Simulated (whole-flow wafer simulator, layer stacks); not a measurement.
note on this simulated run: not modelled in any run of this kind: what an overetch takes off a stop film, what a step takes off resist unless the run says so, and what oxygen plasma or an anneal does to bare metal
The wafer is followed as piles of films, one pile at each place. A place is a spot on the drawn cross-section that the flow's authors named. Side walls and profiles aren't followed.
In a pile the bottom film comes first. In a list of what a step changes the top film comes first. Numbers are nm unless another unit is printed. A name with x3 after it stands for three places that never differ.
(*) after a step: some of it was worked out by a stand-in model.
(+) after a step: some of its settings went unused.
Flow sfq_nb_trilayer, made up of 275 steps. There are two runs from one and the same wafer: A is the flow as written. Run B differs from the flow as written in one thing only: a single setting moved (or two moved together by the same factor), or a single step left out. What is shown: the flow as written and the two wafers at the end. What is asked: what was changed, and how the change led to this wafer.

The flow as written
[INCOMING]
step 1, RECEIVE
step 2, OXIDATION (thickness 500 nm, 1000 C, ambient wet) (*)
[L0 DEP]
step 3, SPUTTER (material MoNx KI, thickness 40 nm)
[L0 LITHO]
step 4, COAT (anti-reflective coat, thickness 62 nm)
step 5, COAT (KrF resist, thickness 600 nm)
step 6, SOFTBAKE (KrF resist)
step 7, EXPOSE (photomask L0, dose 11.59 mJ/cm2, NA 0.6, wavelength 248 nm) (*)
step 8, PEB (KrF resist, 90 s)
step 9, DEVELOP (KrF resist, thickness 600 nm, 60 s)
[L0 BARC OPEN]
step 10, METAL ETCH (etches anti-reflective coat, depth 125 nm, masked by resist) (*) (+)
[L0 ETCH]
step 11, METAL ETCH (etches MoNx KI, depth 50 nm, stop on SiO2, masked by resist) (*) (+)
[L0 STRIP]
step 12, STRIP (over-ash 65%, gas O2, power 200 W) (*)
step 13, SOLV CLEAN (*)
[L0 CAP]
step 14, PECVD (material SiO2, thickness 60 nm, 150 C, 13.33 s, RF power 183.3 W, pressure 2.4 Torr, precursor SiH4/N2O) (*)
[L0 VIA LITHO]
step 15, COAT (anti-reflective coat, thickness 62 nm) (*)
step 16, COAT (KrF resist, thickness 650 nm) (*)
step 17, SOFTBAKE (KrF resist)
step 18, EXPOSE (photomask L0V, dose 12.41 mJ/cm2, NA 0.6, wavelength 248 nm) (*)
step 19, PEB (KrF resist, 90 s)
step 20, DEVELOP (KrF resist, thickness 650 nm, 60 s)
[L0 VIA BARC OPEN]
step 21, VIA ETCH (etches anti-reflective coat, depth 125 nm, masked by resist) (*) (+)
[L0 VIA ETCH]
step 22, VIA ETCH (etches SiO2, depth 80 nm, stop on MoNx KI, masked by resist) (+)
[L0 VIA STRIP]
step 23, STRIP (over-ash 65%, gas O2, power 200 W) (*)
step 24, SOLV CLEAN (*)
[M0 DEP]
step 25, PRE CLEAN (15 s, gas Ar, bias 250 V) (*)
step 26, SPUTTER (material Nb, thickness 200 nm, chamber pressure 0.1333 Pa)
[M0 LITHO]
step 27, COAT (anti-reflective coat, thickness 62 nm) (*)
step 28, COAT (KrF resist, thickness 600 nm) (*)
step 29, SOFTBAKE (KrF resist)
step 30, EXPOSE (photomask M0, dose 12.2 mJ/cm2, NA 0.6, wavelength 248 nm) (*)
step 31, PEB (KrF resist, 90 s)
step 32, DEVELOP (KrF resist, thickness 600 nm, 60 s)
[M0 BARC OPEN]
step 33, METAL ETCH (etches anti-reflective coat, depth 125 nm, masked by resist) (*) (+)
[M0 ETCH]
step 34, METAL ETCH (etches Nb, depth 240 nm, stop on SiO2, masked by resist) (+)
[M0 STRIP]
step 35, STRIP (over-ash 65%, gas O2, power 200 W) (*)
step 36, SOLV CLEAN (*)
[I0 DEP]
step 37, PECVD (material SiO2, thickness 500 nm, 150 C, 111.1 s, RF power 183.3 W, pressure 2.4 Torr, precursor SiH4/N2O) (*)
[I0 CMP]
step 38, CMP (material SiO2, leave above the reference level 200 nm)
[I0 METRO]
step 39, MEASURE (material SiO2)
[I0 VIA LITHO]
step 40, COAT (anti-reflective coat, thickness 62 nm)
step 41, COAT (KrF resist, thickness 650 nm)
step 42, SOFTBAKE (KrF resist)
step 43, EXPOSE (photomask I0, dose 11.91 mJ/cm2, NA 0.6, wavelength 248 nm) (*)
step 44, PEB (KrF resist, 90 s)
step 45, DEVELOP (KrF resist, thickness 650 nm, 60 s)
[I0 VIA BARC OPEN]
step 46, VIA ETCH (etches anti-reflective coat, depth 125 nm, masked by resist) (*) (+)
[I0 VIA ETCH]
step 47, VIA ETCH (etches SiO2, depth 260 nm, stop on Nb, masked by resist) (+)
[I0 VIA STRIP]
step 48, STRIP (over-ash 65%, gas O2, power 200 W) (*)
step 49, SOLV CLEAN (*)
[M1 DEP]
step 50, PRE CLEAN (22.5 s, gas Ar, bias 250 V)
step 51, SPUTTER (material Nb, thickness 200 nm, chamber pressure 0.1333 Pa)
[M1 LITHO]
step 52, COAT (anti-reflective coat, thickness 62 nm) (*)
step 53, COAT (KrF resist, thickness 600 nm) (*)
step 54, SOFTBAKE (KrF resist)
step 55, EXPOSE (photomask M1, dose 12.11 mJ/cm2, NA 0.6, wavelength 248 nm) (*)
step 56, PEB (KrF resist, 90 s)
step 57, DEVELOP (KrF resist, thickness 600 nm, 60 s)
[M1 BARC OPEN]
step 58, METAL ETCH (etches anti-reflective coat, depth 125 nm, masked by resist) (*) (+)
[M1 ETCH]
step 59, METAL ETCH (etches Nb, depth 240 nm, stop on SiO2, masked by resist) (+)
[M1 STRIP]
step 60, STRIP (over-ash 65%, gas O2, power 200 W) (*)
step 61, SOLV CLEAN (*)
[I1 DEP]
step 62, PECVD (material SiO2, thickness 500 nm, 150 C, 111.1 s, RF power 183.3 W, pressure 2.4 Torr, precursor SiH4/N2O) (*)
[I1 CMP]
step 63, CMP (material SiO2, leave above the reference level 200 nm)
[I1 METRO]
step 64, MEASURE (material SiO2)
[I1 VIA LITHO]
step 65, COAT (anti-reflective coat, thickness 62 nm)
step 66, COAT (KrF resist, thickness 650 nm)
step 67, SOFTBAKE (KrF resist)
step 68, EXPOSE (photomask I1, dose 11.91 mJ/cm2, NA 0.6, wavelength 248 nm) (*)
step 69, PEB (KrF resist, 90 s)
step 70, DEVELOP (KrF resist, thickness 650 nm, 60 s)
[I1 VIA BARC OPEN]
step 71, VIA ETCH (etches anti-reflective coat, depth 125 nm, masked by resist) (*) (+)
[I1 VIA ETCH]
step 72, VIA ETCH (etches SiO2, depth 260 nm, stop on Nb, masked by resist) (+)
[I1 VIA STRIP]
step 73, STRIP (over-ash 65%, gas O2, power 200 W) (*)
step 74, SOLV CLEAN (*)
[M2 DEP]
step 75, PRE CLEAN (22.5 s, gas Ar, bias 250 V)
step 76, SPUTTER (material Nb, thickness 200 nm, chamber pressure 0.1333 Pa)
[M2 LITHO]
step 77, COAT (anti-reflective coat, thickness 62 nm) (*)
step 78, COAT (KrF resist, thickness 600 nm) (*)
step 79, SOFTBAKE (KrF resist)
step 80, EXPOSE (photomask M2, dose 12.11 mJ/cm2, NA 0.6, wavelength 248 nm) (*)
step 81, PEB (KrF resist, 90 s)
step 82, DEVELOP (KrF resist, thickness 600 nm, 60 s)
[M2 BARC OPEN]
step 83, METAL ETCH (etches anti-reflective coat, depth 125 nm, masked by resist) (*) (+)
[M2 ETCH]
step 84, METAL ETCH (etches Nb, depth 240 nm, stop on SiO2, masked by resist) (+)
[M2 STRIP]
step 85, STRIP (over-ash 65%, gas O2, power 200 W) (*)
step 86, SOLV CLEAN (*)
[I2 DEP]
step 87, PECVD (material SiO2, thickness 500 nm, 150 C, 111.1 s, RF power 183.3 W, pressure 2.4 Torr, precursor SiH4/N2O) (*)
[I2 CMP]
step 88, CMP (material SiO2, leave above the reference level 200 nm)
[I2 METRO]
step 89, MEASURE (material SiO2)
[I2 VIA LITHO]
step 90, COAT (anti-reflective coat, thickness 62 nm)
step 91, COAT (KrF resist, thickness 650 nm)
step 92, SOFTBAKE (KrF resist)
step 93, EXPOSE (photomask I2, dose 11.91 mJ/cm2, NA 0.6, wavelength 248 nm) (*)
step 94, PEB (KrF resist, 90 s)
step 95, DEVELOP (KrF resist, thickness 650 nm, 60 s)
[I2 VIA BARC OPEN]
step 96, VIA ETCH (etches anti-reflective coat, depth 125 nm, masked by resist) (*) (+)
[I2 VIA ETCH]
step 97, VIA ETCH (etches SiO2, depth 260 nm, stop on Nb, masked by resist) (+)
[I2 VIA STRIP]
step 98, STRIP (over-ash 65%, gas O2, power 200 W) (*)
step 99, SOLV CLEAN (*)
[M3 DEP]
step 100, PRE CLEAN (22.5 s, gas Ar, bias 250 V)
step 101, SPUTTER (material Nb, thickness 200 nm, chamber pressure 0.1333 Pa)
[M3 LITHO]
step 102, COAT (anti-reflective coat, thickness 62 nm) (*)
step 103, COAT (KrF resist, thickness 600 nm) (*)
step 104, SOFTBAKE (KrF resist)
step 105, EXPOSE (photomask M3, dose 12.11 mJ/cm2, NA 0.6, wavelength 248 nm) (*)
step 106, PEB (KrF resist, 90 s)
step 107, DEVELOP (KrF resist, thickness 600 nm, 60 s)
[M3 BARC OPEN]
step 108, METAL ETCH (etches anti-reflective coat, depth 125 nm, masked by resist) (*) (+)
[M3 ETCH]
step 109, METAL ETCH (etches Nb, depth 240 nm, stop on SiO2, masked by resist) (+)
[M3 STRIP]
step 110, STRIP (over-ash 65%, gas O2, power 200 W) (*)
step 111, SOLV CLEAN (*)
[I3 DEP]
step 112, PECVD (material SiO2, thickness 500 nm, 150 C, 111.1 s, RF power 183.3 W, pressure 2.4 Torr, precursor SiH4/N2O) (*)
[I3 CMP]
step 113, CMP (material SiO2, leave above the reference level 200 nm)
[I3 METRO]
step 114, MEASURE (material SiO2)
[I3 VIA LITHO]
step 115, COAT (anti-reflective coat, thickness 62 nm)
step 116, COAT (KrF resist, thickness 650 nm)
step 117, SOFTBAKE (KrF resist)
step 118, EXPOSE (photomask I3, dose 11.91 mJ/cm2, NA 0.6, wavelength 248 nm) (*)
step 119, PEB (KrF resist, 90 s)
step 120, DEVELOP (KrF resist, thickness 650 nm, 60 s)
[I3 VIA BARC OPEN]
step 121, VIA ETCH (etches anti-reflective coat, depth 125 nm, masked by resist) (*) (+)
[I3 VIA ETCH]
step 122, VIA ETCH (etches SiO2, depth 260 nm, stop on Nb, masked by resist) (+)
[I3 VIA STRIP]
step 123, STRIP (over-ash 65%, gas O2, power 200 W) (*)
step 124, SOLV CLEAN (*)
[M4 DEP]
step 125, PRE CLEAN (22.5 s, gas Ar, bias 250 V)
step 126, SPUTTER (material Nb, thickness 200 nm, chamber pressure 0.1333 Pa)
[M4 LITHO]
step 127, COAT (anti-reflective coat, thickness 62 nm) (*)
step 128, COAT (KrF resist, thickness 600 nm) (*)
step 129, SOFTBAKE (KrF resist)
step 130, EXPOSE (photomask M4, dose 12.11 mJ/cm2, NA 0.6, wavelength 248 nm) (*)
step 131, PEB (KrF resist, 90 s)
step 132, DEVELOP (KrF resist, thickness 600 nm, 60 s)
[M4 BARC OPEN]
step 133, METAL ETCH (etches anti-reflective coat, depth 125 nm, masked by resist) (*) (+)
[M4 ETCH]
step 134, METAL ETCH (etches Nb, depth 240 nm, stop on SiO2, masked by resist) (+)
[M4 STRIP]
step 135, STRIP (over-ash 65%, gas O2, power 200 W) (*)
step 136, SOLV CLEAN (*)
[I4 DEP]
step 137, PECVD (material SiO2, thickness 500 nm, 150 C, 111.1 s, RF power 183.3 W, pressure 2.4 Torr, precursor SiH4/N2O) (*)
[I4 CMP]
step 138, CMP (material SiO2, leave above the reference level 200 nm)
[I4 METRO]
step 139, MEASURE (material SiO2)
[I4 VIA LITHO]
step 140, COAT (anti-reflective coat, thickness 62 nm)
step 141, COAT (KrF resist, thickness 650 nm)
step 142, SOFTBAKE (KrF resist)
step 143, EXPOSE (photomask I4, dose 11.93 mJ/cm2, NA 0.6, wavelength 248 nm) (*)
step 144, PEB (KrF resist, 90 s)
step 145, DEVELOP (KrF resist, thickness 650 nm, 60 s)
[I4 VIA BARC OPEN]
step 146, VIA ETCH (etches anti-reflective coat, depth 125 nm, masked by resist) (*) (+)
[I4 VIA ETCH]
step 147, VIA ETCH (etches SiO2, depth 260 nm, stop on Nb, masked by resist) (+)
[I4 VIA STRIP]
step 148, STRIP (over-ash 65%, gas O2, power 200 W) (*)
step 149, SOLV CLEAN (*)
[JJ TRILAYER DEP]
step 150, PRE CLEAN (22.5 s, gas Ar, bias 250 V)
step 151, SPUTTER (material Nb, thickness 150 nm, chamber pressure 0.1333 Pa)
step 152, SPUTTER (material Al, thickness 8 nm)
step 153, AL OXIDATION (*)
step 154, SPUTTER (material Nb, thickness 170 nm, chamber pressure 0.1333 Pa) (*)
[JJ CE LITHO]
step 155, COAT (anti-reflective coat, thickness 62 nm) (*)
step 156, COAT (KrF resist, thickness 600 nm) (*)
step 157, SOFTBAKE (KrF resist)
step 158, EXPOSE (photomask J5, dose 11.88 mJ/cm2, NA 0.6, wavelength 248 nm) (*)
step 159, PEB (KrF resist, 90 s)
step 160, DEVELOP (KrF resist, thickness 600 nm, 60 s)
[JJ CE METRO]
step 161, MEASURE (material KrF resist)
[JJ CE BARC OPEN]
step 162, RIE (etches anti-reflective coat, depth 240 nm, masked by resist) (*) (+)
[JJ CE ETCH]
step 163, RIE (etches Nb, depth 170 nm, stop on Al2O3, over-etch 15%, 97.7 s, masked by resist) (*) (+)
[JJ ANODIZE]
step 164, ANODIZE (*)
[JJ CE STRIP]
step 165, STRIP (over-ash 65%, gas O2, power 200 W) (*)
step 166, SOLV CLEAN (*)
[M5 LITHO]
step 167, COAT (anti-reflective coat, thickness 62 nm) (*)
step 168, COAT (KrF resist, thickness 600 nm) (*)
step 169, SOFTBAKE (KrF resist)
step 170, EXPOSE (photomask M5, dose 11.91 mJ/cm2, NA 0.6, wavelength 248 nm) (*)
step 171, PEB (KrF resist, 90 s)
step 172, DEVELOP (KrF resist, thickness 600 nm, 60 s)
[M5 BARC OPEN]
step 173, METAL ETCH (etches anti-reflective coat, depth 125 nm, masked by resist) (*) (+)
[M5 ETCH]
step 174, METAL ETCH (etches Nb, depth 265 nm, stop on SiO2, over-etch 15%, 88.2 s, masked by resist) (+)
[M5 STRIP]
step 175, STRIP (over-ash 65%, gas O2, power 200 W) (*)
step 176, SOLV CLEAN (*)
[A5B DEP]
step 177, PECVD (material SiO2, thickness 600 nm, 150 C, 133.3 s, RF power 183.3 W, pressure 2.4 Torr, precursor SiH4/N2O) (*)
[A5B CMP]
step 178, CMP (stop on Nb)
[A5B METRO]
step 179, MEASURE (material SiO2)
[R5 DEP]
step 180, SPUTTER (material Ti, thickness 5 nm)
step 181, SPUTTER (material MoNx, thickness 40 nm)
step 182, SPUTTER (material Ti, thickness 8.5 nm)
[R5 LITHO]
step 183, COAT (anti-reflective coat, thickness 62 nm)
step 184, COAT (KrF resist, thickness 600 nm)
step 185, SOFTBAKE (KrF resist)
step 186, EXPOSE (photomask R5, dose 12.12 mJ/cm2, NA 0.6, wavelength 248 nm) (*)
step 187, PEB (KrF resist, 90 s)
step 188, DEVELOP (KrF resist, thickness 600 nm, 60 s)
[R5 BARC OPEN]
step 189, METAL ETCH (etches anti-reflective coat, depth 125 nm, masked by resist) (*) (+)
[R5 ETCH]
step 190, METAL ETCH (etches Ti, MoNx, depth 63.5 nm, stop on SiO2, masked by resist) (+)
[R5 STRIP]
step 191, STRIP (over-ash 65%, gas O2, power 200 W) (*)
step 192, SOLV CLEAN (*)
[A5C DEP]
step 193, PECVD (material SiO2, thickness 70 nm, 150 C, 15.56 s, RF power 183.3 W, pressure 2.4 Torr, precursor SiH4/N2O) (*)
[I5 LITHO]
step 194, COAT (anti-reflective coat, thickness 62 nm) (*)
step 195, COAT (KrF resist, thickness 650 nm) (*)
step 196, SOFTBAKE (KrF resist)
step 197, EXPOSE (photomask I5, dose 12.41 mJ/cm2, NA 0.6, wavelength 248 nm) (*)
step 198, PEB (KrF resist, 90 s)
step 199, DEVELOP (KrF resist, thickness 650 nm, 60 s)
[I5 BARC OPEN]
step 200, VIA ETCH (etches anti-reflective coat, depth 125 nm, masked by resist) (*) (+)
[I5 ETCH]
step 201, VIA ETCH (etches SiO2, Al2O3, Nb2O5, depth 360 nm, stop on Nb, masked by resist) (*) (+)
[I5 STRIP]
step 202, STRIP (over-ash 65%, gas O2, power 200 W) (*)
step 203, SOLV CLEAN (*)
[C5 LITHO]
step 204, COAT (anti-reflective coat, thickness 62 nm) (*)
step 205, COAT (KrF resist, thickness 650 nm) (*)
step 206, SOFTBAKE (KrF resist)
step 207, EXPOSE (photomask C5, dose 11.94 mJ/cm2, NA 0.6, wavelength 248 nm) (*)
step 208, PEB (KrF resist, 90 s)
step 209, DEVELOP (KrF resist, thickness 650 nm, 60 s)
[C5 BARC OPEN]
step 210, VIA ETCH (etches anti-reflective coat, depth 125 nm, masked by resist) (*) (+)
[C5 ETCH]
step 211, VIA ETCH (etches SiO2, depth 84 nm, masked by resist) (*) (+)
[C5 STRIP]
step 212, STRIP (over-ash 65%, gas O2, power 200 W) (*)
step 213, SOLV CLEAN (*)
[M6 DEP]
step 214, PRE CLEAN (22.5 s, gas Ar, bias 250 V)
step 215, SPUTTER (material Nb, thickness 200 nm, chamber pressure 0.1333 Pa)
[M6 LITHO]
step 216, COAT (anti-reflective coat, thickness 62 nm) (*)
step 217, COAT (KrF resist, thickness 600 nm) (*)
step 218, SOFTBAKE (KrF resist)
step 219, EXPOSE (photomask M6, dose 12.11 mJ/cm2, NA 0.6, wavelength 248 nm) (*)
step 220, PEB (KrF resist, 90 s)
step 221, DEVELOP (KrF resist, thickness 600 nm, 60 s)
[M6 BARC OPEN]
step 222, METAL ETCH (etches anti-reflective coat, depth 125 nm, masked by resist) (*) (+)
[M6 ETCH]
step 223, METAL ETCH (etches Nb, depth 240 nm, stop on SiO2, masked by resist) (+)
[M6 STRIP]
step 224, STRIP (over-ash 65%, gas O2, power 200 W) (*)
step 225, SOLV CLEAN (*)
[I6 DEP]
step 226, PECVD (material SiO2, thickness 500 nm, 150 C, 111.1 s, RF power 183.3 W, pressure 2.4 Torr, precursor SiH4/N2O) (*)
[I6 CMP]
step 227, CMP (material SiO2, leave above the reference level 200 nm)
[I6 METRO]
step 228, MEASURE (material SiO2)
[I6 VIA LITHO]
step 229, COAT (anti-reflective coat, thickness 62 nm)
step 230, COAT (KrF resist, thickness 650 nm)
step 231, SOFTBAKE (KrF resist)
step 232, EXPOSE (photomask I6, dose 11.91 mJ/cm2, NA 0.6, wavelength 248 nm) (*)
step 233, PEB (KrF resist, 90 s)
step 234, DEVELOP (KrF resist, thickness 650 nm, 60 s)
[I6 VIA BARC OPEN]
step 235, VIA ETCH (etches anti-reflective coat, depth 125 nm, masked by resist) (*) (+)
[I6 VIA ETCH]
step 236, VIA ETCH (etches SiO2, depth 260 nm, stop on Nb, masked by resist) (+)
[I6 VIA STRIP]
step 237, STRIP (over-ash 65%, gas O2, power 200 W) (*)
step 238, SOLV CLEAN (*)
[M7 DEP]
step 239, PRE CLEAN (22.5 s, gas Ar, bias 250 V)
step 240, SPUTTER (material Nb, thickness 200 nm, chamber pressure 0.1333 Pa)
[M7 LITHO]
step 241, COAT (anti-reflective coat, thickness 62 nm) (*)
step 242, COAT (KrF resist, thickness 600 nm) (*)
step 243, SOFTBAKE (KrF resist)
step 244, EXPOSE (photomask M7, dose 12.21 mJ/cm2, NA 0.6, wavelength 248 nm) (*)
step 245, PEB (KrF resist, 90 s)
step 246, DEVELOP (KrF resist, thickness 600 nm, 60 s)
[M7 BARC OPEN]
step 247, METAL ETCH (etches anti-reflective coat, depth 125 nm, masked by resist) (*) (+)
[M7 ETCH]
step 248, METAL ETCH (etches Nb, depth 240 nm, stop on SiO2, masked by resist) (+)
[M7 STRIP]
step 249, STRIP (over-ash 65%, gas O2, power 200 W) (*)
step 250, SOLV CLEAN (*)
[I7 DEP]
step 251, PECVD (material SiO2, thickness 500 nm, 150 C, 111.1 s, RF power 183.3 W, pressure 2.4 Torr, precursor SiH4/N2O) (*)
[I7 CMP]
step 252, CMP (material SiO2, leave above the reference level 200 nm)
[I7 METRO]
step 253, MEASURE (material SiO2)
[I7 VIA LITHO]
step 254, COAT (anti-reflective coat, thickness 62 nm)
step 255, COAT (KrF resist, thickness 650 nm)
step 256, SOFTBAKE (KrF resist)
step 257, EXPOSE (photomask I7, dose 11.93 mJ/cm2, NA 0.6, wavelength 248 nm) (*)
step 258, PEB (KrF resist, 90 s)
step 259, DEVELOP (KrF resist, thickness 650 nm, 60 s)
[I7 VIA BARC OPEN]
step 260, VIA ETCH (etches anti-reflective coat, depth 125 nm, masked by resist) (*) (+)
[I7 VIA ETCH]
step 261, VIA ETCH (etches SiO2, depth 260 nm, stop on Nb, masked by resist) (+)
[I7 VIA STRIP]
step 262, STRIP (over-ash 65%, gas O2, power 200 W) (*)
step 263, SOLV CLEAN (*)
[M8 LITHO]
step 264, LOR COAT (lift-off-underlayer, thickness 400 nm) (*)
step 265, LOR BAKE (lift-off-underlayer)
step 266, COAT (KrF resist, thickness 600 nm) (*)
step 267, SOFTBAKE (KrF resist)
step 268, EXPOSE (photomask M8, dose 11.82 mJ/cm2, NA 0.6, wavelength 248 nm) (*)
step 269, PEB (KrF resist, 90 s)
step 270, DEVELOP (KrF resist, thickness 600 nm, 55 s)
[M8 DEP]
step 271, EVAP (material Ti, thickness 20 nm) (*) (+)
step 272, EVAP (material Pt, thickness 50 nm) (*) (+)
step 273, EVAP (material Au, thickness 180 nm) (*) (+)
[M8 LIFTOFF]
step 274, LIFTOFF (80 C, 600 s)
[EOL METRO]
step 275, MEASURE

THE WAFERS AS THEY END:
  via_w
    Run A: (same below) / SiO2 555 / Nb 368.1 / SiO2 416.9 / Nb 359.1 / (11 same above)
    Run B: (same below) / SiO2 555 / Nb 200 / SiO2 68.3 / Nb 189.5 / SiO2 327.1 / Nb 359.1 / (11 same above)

The reason: step 47, VIA ETCH: depth 124 nm was run, though the flow has depth 260 nm.

How this came from the change, step by step:
  step 47, VIA ETCH (etches SiO2, depth 260 nm, stop on Nb, masked by resist) (+)
      via_w: A SiO2 loses 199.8 (all of it) | B SiO2 loses 124
      field_l, v_sur, via_wl and 102 more: A KrF resist loses 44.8 | B KrF resist loses 21.4
  step 48, STRIP (over-ash 65%, gas O2, power 200 W) (*)
      field_l, v_sur, via_wl and 102 more: A KrF resist loses 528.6 (all of it), anti-reflective coat loses 62 (all of it) | B KrF resist loses 552.1 (all of it), anti-reflective coat loses 62 (all of it)
  step 50, PRE CLEAN (22.5 s, gas Ar, bias 250 V)
      via_w: A Nb loses 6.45 | B SiO2 loses 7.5
  step 51, SPUTTER (material Nb, thickness 200 nm, chamber pressure 0.1333 Pa)
      via_w: A Nb gains 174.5 | B Nb gains 189.5 (new film)
  step 52, COAT (anti-reflective coat, thickness 62 nm) (*)
      via_wl: A anti-reflective coat gains 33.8 (new film) | B anti-reflective coat gains 38.7 (new film)
      via_w: A anti-reflective coat gains 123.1 (new film) | B anti-reflective coat gains 106.1 (new film)
      (as well as at 1 more place)
  step 53, COAT (KrF resist, thickness 600 nm) (*)
      via_w: A KrF resist gains 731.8 (new film) | B KrF resist gains 671.2 (new film)
  step 60, STRIP (over-ash 65%, gas O2, power 200 W) (*)
      via_wl: A KrF resist loses 385.5 (all of it), anti-reflective coat loses 33.8 (all of it) | B KrF resist loses 390.1 (all of it), anti-reflective coat loses 38.7 (all of it)
      via_w: A KrF resist loses 513.8 (all of it), anti-reflective coat loses 123.1 (all of it) | B KrF resist loses 453.4 (all of it), anti-reflective coat loses 106.1 (all of it)
      (as well as at 1 more place)
  step 62, PECVD (material SiO2, thickness 500 nm, 150 C, 111.1 s, RF power 183.3 W, pressure 2.4 Torr, precursor SiH4/N2O) (*)
      via_w: A SiO2 gains 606 (new film) | B SiO2 gains 500 (new film)
  step 63, CMP (material SiO2, leave above the reference level 200 nm)
      via_w: A SiO2 loses 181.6 | B SiO2 loses 165.4
Taking metal films that touch as one body, via_w has 6 bodies (between them, from the top down: SiO2 192.5; SiO2 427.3 / Al2O3 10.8 / Nb2O5 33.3; SiO2 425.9; SiO2 327.1; SiO2 68.3); the flow as written gives 5 bodies (between them, from the top down: SiO2 192.5; SiO2 427.3 / Al2O3 10.8 / Nb2O5 33.3; SiO2 425.9; SiO2 416.9).
